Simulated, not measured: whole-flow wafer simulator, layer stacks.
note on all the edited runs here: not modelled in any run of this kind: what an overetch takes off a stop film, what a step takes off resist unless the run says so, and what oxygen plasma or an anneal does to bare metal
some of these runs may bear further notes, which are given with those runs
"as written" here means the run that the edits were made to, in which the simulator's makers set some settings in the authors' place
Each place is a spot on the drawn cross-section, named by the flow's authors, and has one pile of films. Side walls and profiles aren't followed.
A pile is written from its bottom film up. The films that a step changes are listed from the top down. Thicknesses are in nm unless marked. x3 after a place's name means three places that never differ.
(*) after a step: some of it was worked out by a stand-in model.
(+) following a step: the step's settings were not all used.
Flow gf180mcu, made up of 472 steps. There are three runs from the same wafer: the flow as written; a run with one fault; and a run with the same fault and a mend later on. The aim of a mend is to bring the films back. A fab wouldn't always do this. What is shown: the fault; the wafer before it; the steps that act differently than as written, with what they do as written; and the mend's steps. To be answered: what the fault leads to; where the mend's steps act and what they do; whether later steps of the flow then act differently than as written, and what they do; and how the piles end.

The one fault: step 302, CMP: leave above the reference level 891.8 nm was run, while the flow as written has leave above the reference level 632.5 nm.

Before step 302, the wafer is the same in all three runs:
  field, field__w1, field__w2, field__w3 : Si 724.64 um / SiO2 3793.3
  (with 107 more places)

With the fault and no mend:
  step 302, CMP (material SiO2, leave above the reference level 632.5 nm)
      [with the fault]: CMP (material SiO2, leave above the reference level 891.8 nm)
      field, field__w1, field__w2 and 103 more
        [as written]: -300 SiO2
        [with the fault]: -40.7 SiO2
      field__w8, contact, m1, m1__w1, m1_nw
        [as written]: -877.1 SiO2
        [with the fault]: -617.8 SiO2
  Steps further on in the flow that do not act as written:
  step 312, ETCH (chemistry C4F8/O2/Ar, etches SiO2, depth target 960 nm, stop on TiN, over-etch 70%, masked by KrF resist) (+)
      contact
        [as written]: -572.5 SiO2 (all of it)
        [with the fault]: -831.8 SiO2 (all of it)
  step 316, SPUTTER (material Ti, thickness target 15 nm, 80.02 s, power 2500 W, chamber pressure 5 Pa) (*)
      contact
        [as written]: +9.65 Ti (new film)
        [with the fault]: +8.31 Ti (new film)
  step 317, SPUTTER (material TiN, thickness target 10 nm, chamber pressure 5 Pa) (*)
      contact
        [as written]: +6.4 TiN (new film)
        [with the fault]: +5.5 TiN (new film)
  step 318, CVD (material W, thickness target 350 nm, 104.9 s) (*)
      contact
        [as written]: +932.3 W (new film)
        [with the fault]: +1193.8 W (new film)
  The piles end different from the flow's at field, field__w1, field__w2 and 109 more by more than 2% or 0.5 nm, whichever is larger.
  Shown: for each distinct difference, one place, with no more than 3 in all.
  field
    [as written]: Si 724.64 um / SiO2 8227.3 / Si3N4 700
    [with the fault]: Si 724.64 um / SiO2 8486.6 / Si3N4 700
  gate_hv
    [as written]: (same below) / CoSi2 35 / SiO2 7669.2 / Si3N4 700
    [with the fault]: (same below) / CoSi2 35 / SiO2 7928.5 / Si3N4 700
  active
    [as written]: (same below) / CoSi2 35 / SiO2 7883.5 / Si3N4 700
    [with the fault]: (same below) / CoSi2 35 / SiO2 8142.8 / Si3N4 700

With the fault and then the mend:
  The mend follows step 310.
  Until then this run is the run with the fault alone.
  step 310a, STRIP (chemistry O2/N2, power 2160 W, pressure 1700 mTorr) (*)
      field, field__w1, field__w2 and 107 more
        -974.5 KrF resist (all of it), -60 anti-reflective coat (all of it)
      contact
        -60 anti-reflective coat (all of it)
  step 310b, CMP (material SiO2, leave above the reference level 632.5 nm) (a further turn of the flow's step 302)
      field, field__w1, field__w2 and 108 more
        -259.3 SiO2
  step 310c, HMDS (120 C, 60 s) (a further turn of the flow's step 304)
      does not change any film at any place that is followed
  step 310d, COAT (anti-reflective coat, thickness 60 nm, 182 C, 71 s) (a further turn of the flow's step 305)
      field, field__w1, field__w2 and 108 more
        +60 anti-reflective coat (new film)
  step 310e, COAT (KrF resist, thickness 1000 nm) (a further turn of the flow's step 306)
      field, field__w1, field__w2 and 108 more
        +1000 KrF resist (new film)
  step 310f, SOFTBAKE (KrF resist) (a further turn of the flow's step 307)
      does not change any film at any place that is followed
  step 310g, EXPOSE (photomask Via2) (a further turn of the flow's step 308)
      does not change any film at any place that is followed
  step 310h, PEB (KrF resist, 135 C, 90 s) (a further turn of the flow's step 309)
      field, field__w1, field__w2 and 108 more
        -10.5 KrF resist
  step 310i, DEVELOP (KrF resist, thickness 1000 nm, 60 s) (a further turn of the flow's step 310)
      field, field__w1, field__w2 and 107 more
        -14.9 KrF resist
      contact
        -989.5 KrF resist (all of it)
  None of the later steps of the flow acts differently than as written at any place that is followed.
  At every place that both follow, the piles at the end match the flow's.
